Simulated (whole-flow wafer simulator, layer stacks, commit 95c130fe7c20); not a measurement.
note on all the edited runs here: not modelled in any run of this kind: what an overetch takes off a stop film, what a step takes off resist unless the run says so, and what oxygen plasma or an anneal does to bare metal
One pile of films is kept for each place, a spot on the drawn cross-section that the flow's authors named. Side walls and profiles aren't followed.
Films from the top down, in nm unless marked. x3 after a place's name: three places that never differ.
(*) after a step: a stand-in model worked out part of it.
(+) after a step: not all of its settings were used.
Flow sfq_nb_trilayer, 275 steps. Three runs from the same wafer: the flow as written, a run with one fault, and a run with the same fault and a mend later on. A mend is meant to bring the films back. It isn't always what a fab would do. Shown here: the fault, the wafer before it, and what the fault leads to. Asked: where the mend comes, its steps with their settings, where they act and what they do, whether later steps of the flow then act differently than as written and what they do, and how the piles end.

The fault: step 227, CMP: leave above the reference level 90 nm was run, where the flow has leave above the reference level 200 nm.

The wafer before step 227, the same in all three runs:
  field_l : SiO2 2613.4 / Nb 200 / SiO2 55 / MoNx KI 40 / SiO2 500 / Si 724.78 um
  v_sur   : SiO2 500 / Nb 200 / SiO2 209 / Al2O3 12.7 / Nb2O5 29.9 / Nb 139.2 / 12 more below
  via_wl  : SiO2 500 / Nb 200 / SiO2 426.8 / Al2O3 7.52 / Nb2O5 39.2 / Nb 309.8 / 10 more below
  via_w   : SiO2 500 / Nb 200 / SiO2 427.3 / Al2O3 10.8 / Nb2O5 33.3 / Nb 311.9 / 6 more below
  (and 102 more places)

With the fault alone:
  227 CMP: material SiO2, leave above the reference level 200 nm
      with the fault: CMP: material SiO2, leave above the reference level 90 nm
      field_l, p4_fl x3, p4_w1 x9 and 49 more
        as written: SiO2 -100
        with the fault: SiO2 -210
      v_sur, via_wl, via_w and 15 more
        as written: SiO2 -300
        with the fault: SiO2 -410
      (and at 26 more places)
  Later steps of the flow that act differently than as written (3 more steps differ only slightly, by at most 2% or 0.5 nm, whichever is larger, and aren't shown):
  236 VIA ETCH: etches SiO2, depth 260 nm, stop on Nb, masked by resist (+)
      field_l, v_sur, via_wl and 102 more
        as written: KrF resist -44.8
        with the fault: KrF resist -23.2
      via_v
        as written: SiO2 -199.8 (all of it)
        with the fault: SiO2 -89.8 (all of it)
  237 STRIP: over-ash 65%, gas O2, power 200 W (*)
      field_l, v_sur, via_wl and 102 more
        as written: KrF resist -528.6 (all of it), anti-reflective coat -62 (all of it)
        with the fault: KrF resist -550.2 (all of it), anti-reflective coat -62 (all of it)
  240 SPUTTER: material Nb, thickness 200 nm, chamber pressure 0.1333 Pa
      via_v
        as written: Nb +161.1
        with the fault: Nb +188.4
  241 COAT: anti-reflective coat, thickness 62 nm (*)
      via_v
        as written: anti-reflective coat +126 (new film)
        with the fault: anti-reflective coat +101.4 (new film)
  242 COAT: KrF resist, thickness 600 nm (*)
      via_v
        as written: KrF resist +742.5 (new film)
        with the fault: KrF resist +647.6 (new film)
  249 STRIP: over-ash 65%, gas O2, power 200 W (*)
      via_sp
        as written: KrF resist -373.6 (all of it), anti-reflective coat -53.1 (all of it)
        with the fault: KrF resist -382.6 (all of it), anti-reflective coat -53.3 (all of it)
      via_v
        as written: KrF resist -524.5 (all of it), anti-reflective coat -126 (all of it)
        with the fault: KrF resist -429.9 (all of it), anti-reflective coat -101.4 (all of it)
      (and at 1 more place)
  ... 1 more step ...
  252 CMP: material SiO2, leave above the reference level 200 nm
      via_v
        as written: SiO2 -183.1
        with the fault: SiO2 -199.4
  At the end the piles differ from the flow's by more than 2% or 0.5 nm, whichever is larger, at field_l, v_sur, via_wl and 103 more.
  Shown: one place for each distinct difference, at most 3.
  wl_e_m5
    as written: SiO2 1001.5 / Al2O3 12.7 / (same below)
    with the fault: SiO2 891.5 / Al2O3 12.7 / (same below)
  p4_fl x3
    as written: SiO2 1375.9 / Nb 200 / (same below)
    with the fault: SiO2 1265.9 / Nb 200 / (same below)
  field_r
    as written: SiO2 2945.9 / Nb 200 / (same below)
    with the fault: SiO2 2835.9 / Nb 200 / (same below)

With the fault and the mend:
  The mend comes after step 234.
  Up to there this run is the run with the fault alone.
  234a STRIP: over-ash 65%, gas O2, power 200 W (*)
      field_l, v_sur, via_wl and 102 more
        KrF resist -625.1 (all of it), anti-reflective coat -62 (all of it)
      via_v
        anti-reflective coat -62 (all of it)
  234b PECVD: material SiO2, thickness 110 nm, 150 C, 24.44 s, RF power 183.3 W, pressure 2.4 Torr, precursor SiH4/N2O (the flow's step 226 once more, with other settings)
      field_l, v_sur, via_wl and 103 more
        SiO2 +110
  234c COAT: anti-reflective coat, thickness 62 nm (the flow's step 229 once more)
      field_l, v_sur, via_wl and 103 more
        anti-reflective coat +62 (new film)
  234d COAT: KrF resist, thickness 650 nm (the flow's step 230 once more)
      field_l, v_sur, via_wl and 103 more
        KrF resist +650 (new film)
  234e SOFTBAKE: KrF resist (the flow's step 231 once more)
      changes no film at any place that is followed
  234f EXPOSE: photomask I6, dose 11.91 mJ/cm2, NA 0.6, wavelength 248 nm (*) (the flow's step 232 once more)
      changes no film at any place that is followed
  234g PEB: KrF resist, 90 s (the flow's step 233 once more)
      field_l, v_sur, via_wl and 103 more
        KrF resist -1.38
  234h DEVELOP: KrF resist, thickness 650 nm, 60 s (the flow's step 234 once more)
      field_l, v_sur, via_wl and 102 more
        KrF resist -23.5
      via_v
        KrF resist -648.6 (all of it)
  No later step of the flow acts differently than as written at any place that is followed.
  At the end the piles are the same as the flow's at every place that both follow.
